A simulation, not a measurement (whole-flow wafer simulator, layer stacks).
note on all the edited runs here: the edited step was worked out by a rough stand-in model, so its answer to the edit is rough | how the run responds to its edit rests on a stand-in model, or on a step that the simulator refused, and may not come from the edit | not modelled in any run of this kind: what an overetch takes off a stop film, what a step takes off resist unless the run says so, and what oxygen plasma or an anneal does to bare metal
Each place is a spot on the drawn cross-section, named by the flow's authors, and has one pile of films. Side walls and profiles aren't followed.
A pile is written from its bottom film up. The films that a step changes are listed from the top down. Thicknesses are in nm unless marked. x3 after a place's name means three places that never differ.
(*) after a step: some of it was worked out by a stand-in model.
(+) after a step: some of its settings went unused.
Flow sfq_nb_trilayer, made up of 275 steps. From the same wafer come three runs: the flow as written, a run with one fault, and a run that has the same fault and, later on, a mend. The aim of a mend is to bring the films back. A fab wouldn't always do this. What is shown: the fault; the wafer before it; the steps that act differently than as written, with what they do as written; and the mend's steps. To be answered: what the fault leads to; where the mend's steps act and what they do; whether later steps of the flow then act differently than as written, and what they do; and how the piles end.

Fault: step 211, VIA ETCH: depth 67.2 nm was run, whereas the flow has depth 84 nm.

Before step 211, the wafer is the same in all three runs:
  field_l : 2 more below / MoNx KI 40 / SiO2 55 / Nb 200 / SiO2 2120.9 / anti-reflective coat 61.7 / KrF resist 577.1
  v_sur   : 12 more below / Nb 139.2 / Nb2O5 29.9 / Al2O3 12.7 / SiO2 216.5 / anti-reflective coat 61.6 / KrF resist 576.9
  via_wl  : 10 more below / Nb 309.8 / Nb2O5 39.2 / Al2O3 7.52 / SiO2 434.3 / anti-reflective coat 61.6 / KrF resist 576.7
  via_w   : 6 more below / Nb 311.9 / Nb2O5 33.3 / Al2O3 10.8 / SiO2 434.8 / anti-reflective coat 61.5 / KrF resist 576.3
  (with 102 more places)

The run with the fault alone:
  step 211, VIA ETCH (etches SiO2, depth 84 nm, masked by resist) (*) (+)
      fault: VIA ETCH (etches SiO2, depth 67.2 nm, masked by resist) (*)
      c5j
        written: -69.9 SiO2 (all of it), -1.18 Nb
        fault: -67.2 SiO2
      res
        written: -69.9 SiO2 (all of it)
        fault: -67.2 SiO2
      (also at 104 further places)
  Steps later in the flow that act otherwise than as written (not shown: 9 more steps that differ only slightly, by at most 2% or 0.5 nm, whichever is larger):
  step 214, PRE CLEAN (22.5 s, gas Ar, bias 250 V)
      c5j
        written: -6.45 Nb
        fault: -2.69 SiO2 (all of it), -4.68 Nb
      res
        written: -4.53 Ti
        fault: -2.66 SiO2 (all of it), -3.96 Ti
  At res, the piles at the end differ from the flow's by more than 2% or 0.5 nm, whichever is larger.
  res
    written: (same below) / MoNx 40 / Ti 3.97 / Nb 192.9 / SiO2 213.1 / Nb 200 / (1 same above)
    fault: (same below) / MoNx 40 / Ti 4.54 / Nb 193 / SiO2 212.5 / Nb 200 / (1 same above)

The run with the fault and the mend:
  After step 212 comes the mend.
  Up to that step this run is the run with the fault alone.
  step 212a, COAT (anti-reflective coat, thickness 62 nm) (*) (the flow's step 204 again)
      lsp_l, p4_fl x3, p4_w1 x9 and 52 more
        +62 anti-reflective coat (new film)
      field_r, ln_m5, lsp_m and 7 more
        +61.9 anti-reflective coat (new film)
      v_sur, via_wl
        +61.5 anti-reflective coat (new film)
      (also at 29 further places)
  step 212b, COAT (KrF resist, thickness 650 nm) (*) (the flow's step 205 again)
      l0_sur, p4_fl x3, p4_w1 x9 and 35 more
        +650 KrF resist (new film)
      l0v, wl_b_m5, wl_b_sr and 13 more
        +649.9 KrF resist (new film)
      ln_m6, wl_j_sl, wl_j_sr
        +650.2 KrF resist (new film)
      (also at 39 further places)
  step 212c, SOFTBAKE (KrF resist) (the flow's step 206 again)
      alters no film at any place that is followed
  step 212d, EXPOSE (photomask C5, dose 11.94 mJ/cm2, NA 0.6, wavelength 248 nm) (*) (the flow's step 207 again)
      alters no film at any place that is followed
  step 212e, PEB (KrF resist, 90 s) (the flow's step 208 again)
      field_l, sp_r, res and 81 more
        -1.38 KrF resist
      v_sur, via_wl, via_w, via_wr, via_sp, be_sur, jj_sur
        -1.37 KrF resist
      r5r_line_l, r5r_line_c, r5r_line_r
        -1.34 KrF resist
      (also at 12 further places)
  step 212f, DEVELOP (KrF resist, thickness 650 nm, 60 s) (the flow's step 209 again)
      field_l, v_sur, via_wl and 101 more
        -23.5 KrF resist
      c5j
        -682 KrF resist (all of it)
      res
        -651.3 KrF resist (all of it)
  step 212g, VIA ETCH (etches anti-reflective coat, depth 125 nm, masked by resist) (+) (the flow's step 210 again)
      field_l, v_sur, via_wl and 101 more
        -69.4 KrF resist
      c5j
        -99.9 anti-reflective coat (all of it), -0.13 SiO2
      res
        -88.3 anti-reflective coat (all of it), -0.18 SiO2
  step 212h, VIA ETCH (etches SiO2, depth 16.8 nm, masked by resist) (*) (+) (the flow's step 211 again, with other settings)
      field_l, v_sur, via_wl and 101 more
        -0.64 KrF resist
      c5j
        -2.57 SiO2 (all of it), -0.1 Nb
      res
        -2.47 SiO2 (all of it)
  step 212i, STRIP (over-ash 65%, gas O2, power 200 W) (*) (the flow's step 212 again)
      p4_fl x3, p4_w1 x9, p4_g1 x2 and 33 more
        -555 KrF resist (all of it), -62 anti-reflective coat (all of it)
      wl_b_m5, wl_b_sr, wl_c_sl and 12 more
        -554.9 KrF resist (all of it), -62 anti-reflective coat (all of it)
      wl_j_sl, wl_j_sr
        -555.2 KrF resist (all of it), -60.2 anti-reflective coat (all of it)
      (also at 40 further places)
  Every later step of the flow that is run acts as written, at every place that is followed, to within 2% or 0.5 nm, whichever is larger.
  When the end is reached, the piles differ only a little from the flow's at the places that both follow, at most by 2% or 0.5 nm, whichever is larger.
